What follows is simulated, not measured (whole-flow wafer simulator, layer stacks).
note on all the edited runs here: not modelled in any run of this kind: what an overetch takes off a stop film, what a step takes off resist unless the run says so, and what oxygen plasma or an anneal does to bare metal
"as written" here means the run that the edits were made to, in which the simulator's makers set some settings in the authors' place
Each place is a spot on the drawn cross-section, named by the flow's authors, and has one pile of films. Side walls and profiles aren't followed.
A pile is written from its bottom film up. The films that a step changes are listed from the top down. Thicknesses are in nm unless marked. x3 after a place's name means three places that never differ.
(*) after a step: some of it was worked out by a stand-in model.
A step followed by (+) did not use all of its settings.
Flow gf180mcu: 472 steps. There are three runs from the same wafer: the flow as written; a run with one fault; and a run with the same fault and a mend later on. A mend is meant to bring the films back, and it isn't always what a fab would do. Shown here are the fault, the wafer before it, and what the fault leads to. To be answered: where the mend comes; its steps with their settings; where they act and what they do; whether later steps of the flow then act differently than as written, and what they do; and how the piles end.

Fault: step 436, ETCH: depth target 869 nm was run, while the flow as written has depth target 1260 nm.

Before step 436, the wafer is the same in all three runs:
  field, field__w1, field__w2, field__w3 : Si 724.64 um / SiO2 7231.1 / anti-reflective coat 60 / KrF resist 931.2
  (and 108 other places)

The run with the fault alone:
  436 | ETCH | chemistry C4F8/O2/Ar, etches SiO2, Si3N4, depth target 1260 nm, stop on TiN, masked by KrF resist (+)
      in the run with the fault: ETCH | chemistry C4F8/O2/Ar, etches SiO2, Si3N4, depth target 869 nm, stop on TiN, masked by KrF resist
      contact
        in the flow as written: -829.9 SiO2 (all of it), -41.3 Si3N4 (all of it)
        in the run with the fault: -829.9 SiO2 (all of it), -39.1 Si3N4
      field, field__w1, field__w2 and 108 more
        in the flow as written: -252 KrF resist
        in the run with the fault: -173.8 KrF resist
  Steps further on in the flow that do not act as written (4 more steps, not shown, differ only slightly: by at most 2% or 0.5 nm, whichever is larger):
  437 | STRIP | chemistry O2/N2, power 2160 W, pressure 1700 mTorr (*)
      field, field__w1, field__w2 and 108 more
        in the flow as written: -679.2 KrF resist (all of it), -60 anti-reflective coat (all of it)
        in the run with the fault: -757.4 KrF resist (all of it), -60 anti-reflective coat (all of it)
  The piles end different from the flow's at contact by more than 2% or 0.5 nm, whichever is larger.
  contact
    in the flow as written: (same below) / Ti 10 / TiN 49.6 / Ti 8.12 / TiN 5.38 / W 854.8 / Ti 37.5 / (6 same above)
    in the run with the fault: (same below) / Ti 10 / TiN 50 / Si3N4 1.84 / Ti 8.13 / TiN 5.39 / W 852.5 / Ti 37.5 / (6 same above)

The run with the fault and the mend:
  The mend stands after step 436.
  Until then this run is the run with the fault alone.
  436a | ETCH | chemistry C4F8/O2/Ar, etches SiO2, Si3N4, depth target 391 nm, stop on TiN, masked by KrF resist (+) (the flow's step 436, run once more with other settings)
      field, field__w1, field__w2 and 108 more
        -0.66 KrF resist
      contact
        -2.2 Si3N4 (all of it)
  Steps further on in the flow that do not act as written:
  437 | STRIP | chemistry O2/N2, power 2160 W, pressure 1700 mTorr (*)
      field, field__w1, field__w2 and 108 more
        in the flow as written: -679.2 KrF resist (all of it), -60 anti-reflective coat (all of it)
        in the run with the mend: -756.7 KrF resist (all of it), -60 anti-reflective coat (all of it)
  At every place that both follow, the piles at the end match the flow's.
